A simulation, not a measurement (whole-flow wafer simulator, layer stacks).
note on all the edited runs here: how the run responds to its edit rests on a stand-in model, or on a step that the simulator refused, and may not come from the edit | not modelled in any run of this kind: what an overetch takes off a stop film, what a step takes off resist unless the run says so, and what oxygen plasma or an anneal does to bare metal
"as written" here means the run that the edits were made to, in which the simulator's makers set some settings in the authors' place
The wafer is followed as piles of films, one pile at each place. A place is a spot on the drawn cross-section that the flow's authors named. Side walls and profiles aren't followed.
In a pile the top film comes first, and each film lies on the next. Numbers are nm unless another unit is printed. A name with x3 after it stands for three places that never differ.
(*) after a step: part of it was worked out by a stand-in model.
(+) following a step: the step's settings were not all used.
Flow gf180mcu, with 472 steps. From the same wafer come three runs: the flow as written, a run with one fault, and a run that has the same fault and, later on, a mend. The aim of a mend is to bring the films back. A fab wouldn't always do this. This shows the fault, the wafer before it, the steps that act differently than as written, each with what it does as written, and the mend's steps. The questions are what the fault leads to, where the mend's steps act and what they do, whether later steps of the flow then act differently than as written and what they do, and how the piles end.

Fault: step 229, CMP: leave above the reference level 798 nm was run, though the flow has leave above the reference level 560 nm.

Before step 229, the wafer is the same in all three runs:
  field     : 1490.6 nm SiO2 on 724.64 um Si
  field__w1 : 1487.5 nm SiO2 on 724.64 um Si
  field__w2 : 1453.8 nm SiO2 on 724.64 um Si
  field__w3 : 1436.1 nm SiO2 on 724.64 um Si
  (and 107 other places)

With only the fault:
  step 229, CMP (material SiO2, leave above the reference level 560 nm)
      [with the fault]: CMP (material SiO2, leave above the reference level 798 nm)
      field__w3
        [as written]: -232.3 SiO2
        [with the fault]: nothing
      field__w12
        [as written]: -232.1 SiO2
        [with the fault]: nothing
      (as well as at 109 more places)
  Steps further on in the flow that do not act as written (5 more steps, not shown, differ only slightly: by at most 2% or 0.5 nm, whichever is larger):
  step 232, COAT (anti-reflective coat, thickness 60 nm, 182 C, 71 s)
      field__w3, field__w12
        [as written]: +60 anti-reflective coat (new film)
        [with the fault]: +65 anti-reflective coat (new film)
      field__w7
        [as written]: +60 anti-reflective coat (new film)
        [with the fault]: +56 anti-reflective coat (new film)
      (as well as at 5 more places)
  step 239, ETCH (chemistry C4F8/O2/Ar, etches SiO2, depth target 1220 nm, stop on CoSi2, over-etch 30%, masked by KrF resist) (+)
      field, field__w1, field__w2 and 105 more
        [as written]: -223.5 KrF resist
        [with the fault]: -244 KrF resist
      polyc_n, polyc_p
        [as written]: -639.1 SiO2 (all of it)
        [with the fault]: -877.1 SiO2 (all of it)
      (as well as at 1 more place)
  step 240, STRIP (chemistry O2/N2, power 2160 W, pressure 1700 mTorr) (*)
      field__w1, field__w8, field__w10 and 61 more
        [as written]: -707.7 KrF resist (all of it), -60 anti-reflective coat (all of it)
        [with the fault]: -687.2 KrF resist (all of it), -60 anti-reflective coat (all of it)
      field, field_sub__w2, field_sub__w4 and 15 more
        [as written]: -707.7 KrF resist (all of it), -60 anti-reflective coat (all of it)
        [with the fault]: -687.1 KrF resist (all of it), -60 anti-reflective coat (all of it)
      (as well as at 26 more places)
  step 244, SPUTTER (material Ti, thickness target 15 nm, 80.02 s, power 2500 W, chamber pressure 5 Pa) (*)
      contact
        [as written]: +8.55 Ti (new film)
        [with the fault]: +7.45 Ti (new film)
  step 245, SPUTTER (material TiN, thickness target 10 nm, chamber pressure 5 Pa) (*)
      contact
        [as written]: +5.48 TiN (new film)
        [with the fault]: +4.79 TiN (new film)
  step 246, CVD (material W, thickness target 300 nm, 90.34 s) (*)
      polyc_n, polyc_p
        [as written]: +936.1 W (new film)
        [with the fault]: +1174.1 W (new film)
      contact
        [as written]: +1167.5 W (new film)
        [with the fault]: +1407.3 W (new film)
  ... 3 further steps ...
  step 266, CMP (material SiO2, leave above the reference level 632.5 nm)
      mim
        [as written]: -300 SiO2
        [with the fault]: -286.8 SiO2
  At field, field__w1, field__w2 and 109 more, the piles at the end differ from the flow's by more than 2% or 0.5 nm, whichever is larger.
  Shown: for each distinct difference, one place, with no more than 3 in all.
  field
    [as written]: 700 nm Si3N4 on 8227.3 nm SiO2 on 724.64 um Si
    [with the fault]: 700 nm Si3N4 on 8465.2 nm SiO2 on 724.64 um Si
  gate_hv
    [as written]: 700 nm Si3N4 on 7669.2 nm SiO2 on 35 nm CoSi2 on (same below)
    [with the fault]: 700 nm Si3N4 on 7907.1 nm SiO2 on 35 nm CoSi2 on (same below)
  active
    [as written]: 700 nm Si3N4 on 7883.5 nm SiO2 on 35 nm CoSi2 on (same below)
    [with the fault]: 700 nm Si3N4 on 8121.5 nm SiO2 on 35 nm CoSi2 on (same below)

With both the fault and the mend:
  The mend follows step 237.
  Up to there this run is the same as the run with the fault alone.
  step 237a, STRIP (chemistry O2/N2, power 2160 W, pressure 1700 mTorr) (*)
      field, field__w1, field__w8 and 73 more
        -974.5 KrF resist (all of it), -60 anti-reflective coat (all of it)
      p_well, sti, spacer, sd_n, mim_1p0, pad, dice_street
        -974.6 KrF resist (all of it), -59.9 anti-reflective coat (all of it)
      sd_p_hv, gate_p_hv, nplus_u, nw_enc_fld, nw_enc_fld__w1, gate_p_hv5
        -974.4 KrF resist (all of it), -60 anti-reflective coat (all of it)
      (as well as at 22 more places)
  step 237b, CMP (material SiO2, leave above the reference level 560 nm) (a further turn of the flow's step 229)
      field, field__w1, field__w2 and 105 more
        -238 SiO2
      field__w3
        -232.3 SiO2
      field__w12
        -232.1 SiO2
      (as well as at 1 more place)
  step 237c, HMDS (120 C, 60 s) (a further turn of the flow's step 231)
      does not change any film at any place that is followed
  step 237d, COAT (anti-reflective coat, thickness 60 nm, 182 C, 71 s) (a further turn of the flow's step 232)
      field, field__w1, field__w2 and 108 more
        +60 anti-reflective coat (new film)
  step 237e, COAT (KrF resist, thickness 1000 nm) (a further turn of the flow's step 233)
      field, field__w1, field__w2 and 108 more
        +1000 KrF resist (new film)
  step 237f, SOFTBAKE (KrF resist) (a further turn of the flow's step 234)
      does not change any film at any place that is followed
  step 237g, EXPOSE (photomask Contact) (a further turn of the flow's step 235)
      does not change any film at any place that is followed
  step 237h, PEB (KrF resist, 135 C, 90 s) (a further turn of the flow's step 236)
      field, field__w1, field__w2 and 108 more
        -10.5 KrF resist
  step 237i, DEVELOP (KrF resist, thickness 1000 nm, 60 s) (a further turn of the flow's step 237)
      field, field__w1, field__w2 and 105 more
        -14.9 KrF resist
      contact, polyc_n, polyc_p
        -989.5 KrF resist (all of it)
  Every later step of the flow that is run acts as written at every place that is followed.
  The piles end the same as the flow's at every place that both follow.
